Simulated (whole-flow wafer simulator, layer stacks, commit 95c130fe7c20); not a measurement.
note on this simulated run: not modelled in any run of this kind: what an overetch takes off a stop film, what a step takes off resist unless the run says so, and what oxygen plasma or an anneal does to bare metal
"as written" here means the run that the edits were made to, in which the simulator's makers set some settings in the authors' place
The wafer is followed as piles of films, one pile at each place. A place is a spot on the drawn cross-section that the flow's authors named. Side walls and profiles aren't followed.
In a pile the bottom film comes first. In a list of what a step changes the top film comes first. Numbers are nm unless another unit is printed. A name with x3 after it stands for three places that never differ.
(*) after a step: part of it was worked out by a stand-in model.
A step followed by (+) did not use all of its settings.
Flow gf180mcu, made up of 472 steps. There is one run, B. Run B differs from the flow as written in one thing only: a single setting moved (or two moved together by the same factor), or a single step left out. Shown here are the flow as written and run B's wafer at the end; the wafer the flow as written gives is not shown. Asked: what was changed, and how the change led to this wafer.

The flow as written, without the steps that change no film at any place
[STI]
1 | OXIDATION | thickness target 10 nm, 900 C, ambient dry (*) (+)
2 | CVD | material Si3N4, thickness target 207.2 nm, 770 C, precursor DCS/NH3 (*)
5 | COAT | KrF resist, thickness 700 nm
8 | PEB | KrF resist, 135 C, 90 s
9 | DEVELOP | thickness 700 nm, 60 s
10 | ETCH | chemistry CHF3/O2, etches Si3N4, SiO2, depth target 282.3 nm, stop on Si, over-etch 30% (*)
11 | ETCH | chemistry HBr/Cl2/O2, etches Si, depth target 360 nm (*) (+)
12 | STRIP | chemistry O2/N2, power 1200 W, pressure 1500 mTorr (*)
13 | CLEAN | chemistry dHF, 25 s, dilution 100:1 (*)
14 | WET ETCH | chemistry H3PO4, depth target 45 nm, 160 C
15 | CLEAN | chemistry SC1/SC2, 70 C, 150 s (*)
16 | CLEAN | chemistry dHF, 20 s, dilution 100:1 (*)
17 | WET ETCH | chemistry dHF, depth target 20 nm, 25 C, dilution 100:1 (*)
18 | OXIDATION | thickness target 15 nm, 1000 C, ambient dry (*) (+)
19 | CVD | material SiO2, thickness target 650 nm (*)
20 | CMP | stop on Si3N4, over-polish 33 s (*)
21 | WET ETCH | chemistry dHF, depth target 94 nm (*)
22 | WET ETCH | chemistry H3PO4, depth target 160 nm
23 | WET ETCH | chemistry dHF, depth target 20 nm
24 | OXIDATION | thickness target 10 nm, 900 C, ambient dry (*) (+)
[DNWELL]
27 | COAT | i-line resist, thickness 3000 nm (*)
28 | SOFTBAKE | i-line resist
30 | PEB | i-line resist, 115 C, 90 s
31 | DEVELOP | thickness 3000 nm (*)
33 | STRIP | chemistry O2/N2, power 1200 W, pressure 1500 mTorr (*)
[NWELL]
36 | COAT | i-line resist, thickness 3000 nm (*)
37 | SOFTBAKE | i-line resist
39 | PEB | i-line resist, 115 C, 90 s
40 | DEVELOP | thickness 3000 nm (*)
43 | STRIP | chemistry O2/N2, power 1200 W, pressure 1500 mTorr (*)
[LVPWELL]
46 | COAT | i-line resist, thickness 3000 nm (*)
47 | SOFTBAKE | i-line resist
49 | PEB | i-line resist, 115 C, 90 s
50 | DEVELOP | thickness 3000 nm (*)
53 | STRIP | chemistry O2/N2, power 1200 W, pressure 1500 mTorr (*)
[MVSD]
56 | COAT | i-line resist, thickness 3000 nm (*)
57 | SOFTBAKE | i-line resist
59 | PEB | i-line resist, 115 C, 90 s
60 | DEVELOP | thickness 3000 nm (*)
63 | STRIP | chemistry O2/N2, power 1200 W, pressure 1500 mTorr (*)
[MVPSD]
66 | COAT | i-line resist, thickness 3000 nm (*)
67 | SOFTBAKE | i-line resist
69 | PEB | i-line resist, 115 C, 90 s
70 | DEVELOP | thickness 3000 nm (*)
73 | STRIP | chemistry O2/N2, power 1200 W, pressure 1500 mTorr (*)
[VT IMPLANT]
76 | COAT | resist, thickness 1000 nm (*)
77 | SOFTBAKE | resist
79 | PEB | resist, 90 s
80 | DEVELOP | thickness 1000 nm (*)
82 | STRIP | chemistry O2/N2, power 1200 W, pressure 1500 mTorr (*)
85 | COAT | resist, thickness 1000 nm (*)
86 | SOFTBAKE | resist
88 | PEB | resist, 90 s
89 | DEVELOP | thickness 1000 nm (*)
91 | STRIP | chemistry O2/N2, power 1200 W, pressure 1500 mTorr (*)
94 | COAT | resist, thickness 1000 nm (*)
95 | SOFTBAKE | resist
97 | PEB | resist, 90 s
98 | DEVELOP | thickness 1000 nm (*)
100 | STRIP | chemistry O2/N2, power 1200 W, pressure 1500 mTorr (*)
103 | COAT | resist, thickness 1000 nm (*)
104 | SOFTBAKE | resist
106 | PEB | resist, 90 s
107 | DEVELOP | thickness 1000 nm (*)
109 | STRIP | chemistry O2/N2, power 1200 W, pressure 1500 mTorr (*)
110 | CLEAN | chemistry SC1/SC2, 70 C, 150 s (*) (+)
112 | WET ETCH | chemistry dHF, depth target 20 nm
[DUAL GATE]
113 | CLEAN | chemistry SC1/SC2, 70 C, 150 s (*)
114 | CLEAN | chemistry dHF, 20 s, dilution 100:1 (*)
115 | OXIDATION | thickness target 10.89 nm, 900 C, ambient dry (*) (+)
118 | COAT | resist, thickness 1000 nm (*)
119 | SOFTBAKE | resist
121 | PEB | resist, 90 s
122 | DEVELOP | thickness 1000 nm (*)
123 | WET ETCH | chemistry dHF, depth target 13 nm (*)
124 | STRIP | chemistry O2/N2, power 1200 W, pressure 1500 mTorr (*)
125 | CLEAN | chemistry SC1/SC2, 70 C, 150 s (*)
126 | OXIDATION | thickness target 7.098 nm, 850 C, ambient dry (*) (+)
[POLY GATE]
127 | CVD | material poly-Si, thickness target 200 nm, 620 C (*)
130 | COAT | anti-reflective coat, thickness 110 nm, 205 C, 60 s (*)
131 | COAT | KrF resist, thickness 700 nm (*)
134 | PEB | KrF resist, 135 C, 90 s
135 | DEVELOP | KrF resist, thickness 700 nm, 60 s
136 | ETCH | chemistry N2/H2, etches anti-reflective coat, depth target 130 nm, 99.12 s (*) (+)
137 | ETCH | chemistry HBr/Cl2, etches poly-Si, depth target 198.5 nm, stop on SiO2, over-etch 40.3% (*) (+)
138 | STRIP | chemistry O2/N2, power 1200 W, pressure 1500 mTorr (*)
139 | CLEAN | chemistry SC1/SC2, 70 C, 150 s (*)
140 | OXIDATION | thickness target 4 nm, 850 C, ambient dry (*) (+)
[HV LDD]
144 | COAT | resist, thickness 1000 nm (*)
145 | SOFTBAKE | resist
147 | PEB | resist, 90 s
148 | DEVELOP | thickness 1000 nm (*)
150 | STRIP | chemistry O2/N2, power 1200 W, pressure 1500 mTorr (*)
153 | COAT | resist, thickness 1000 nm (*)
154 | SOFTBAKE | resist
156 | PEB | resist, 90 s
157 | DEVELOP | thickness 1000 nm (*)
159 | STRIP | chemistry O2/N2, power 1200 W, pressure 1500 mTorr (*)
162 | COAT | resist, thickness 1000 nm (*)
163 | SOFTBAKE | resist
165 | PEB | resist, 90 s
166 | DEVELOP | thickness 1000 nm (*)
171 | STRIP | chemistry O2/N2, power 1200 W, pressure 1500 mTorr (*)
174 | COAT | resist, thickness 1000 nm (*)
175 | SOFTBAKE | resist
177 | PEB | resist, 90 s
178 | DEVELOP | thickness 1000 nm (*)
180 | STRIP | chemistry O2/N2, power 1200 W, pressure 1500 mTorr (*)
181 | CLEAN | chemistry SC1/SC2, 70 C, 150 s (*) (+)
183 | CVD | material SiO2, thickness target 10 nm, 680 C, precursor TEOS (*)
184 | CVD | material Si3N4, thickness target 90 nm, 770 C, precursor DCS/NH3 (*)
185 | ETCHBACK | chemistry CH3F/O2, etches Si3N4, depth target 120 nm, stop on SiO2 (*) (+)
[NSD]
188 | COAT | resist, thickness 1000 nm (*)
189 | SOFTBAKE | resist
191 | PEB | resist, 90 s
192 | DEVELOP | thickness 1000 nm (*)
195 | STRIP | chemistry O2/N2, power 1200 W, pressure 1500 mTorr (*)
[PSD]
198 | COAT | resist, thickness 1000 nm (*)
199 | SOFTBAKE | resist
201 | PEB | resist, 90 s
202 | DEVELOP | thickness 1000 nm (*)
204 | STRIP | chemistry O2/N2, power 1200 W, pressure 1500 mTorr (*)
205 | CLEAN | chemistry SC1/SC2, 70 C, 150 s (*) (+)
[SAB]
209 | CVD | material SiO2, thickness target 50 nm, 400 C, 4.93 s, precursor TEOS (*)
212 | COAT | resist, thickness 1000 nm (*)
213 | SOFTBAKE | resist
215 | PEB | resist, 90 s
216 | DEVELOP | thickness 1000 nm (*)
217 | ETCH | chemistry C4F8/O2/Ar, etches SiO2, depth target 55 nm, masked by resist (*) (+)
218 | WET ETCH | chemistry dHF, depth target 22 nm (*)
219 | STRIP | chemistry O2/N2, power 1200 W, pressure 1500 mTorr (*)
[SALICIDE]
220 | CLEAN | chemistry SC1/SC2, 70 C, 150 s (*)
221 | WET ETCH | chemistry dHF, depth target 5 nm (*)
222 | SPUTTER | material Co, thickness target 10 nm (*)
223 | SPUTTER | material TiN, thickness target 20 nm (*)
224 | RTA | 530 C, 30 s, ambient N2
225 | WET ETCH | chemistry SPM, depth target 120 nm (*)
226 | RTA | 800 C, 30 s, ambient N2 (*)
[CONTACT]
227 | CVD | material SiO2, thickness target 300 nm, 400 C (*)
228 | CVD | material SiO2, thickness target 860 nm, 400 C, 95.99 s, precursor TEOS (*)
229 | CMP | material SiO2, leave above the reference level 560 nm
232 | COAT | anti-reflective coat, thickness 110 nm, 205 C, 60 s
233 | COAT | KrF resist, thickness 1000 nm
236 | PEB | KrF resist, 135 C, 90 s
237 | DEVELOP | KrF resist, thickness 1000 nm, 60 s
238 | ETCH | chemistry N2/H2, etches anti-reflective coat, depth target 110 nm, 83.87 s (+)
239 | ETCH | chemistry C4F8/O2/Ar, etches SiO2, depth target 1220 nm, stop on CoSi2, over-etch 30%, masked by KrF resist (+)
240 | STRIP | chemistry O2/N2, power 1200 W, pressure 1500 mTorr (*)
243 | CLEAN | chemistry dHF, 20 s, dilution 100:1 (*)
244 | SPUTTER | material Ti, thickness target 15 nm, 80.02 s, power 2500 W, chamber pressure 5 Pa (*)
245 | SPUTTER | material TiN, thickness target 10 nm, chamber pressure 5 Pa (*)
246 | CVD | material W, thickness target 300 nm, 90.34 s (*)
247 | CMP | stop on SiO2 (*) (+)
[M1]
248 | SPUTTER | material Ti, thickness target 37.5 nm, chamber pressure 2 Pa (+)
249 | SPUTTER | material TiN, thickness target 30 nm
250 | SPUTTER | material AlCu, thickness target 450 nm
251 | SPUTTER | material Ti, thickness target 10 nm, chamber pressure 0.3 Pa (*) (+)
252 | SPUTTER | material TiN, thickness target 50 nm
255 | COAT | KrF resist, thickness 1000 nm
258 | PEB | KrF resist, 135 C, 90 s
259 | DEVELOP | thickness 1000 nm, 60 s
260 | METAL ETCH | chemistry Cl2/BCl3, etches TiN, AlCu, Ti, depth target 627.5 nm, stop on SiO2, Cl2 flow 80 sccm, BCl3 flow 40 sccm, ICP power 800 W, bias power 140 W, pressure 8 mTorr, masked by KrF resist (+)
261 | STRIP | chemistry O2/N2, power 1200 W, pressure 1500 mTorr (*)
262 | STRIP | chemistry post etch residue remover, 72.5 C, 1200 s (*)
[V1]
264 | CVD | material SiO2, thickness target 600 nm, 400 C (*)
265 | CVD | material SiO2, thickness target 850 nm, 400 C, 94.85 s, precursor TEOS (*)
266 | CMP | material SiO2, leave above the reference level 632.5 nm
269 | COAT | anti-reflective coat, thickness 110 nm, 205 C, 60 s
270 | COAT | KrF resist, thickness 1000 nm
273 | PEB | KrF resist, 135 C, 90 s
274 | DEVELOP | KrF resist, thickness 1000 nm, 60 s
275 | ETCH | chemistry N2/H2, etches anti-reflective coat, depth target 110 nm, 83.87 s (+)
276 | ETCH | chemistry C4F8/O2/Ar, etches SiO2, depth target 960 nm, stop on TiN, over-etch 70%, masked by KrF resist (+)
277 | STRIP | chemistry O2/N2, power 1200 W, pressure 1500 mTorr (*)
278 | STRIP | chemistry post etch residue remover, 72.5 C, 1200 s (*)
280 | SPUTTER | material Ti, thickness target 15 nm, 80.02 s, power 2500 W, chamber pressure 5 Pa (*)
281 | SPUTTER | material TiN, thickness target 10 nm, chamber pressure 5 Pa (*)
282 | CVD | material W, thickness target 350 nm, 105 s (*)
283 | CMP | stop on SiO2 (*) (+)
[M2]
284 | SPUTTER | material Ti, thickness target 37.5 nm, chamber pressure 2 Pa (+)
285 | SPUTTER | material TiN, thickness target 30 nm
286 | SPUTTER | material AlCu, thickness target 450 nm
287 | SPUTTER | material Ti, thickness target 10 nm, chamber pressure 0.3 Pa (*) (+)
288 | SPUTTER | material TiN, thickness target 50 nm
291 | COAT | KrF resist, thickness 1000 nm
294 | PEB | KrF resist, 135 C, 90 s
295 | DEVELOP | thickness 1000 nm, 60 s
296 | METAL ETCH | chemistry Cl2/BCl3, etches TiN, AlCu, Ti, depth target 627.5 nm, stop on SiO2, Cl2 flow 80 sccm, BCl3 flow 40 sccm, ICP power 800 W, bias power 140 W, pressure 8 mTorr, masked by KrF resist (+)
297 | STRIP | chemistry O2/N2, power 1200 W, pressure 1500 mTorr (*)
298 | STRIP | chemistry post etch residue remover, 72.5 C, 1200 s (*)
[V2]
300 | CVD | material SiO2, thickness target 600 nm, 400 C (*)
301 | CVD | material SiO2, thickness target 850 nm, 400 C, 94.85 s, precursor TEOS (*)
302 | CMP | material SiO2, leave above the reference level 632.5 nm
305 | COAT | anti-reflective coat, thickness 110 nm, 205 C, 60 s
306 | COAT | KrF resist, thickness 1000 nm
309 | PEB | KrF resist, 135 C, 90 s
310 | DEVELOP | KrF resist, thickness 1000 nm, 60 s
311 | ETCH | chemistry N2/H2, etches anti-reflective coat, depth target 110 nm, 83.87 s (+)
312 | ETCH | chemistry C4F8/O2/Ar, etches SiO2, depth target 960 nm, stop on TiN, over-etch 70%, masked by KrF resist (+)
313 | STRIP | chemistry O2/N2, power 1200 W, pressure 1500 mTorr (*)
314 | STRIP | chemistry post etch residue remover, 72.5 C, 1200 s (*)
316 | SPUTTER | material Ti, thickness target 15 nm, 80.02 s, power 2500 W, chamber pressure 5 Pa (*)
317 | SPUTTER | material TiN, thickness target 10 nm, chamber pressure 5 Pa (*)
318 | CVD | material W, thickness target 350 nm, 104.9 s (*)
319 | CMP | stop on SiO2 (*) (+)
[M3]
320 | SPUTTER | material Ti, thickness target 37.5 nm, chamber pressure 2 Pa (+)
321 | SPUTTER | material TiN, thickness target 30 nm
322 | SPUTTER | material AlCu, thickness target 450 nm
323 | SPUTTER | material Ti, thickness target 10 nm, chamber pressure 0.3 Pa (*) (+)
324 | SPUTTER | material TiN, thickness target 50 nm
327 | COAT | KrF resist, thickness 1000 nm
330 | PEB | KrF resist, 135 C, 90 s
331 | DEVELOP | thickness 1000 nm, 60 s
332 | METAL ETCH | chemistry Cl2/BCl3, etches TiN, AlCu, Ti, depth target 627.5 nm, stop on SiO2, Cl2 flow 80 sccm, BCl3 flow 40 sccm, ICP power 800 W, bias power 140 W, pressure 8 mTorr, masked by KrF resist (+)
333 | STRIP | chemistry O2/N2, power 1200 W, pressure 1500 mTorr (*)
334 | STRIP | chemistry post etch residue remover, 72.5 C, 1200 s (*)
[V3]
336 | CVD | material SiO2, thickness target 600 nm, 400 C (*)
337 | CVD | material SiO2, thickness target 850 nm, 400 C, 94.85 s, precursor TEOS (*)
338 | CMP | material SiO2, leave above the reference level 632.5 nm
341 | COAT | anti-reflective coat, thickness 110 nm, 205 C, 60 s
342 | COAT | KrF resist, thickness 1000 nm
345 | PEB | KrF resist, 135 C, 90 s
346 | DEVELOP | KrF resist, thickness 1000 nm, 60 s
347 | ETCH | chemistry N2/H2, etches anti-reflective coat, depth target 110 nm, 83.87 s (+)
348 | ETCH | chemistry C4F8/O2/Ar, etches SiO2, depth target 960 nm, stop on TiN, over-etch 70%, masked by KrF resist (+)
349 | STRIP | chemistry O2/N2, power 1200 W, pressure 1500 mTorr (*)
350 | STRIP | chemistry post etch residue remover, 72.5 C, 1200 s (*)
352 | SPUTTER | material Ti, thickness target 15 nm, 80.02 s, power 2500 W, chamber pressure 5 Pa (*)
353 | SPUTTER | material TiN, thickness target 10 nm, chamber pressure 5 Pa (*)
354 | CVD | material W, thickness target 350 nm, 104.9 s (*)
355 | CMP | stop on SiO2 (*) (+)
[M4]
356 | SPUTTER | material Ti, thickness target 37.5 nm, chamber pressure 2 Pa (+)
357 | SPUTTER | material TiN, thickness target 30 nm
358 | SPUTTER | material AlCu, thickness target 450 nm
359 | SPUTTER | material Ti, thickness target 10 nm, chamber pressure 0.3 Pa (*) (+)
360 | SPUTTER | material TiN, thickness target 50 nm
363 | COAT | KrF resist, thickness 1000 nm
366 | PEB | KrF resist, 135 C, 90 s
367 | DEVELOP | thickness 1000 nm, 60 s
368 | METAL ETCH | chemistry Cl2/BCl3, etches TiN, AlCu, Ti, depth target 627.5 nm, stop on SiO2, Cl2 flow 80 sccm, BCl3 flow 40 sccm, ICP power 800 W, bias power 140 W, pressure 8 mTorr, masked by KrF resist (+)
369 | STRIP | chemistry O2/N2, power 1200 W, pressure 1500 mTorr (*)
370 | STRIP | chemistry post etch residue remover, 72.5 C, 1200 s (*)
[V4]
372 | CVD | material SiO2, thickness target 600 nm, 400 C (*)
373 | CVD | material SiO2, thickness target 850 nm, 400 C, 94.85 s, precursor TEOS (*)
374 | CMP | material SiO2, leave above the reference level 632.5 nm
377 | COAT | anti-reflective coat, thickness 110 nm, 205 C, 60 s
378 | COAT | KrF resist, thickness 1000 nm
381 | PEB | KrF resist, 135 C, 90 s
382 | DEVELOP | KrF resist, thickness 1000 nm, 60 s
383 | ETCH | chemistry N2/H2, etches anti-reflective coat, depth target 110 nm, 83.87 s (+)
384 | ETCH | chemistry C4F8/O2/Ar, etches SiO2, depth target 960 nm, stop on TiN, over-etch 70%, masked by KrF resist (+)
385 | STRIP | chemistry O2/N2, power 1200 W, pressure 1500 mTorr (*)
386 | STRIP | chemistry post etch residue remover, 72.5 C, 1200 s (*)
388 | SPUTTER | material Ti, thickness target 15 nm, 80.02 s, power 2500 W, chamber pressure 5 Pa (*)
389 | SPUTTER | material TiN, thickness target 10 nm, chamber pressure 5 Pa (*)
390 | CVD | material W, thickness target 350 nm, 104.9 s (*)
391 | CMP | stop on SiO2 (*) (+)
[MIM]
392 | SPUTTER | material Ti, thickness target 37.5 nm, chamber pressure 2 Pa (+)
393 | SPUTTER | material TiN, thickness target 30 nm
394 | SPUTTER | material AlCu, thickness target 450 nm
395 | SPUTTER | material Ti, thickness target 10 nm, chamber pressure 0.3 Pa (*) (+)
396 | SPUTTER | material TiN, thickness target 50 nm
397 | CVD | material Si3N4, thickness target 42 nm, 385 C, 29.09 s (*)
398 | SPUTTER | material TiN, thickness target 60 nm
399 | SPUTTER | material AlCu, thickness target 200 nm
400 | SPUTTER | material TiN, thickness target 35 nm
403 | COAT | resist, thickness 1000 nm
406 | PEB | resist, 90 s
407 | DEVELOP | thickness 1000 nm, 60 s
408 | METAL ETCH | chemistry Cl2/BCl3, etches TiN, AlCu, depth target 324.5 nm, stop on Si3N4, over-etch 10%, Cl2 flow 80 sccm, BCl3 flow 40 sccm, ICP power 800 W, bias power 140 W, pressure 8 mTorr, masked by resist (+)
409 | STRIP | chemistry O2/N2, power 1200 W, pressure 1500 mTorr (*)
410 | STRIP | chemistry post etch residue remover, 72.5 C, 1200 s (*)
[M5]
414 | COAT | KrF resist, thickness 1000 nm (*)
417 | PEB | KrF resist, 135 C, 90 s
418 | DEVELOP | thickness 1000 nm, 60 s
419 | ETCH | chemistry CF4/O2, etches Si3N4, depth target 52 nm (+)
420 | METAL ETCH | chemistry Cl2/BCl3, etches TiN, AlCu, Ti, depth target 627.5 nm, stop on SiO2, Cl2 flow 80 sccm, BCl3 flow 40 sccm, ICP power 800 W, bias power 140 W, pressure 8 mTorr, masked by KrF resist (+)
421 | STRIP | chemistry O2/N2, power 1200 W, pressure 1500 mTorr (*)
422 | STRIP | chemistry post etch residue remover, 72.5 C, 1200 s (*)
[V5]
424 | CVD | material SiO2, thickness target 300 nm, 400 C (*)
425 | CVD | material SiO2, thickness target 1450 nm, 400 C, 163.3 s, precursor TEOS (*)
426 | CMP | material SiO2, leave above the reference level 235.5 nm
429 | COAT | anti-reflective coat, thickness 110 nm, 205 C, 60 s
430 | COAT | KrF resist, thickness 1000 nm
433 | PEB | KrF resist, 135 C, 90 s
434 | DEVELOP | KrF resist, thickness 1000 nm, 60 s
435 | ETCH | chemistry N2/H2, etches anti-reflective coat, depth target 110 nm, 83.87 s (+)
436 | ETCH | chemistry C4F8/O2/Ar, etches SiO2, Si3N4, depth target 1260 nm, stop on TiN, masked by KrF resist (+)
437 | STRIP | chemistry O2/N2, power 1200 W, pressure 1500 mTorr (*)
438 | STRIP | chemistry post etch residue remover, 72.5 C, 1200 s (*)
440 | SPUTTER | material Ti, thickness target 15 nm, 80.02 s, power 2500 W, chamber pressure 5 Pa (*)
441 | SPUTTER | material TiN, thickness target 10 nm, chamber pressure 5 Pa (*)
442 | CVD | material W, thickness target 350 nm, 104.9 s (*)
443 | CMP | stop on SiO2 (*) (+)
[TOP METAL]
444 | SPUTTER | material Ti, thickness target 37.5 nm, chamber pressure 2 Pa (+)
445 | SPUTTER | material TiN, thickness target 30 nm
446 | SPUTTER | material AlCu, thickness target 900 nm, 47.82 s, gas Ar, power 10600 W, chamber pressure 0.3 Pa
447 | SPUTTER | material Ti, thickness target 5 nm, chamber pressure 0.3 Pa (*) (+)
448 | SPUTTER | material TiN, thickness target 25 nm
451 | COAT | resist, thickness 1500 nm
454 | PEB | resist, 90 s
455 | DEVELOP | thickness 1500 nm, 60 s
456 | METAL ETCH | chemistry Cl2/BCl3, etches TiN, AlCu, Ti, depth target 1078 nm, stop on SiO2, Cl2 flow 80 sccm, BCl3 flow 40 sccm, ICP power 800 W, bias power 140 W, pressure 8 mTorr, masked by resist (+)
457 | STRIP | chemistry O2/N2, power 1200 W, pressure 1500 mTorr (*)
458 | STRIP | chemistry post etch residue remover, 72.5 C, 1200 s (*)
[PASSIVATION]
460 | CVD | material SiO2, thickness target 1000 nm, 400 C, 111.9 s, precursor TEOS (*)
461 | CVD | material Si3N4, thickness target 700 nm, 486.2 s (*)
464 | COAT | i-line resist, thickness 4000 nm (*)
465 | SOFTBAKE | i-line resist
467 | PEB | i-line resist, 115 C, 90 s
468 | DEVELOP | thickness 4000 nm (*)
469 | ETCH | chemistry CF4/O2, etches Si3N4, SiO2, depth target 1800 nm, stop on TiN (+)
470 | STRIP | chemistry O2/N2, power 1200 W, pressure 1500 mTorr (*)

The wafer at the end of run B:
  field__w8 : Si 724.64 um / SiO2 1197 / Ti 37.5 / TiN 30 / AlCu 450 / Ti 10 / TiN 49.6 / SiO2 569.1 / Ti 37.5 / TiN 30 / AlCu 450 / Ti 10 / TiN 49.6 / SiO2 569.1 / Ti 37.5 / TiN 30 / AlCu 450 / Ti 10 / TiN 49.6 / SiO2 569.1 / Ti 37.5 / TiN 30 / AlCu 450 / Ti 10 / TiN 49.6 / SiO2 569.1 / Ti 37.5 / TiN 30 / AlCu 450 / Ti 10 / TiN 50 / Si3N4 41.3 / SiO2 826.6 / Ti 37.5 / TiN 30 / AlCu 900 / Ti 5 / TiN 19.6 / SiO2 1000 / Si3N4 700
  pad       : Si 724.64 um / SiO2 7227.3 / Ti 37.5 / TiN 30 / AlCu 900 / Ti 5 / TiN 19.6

What caused this: step 448, SPUTTER: thickness target 20 nm was run, though the flow has thickness target 25 nm.

Step by step, how the change led to this:
  448 | SPUTTER | material TiN, thickness target 25 nm
      field, field__w1, field__w2 and 109 more: +20 TiN (new film) (in the flow as written it would be: +25 TiN (new film))
  456 | METAL ETCH | chemistry Cl2/BCl3, etches TiN, AlCu, Ti, depth target 1078 nm, stop on SiO2, Cl2 flow 80 sccm, BCl3 flow 40 sccm, ICP power 800 W, bias power 140 W, pressure 8 mTorr, masked by resist (+)
      field, field__w1, field__w2 and 103 more: -20 TiN (all of it), -5 Ti (all of it), -900 AlCu (all of it), -30 TiN (all of it), -37.5 Ti (all of it) (in the flow as written it would be: -25 TiN (all of it), -5 Ti (all of it), -900 AlCu (all of it), -30 TiN (all of it), -37.5 Ti (all of it))
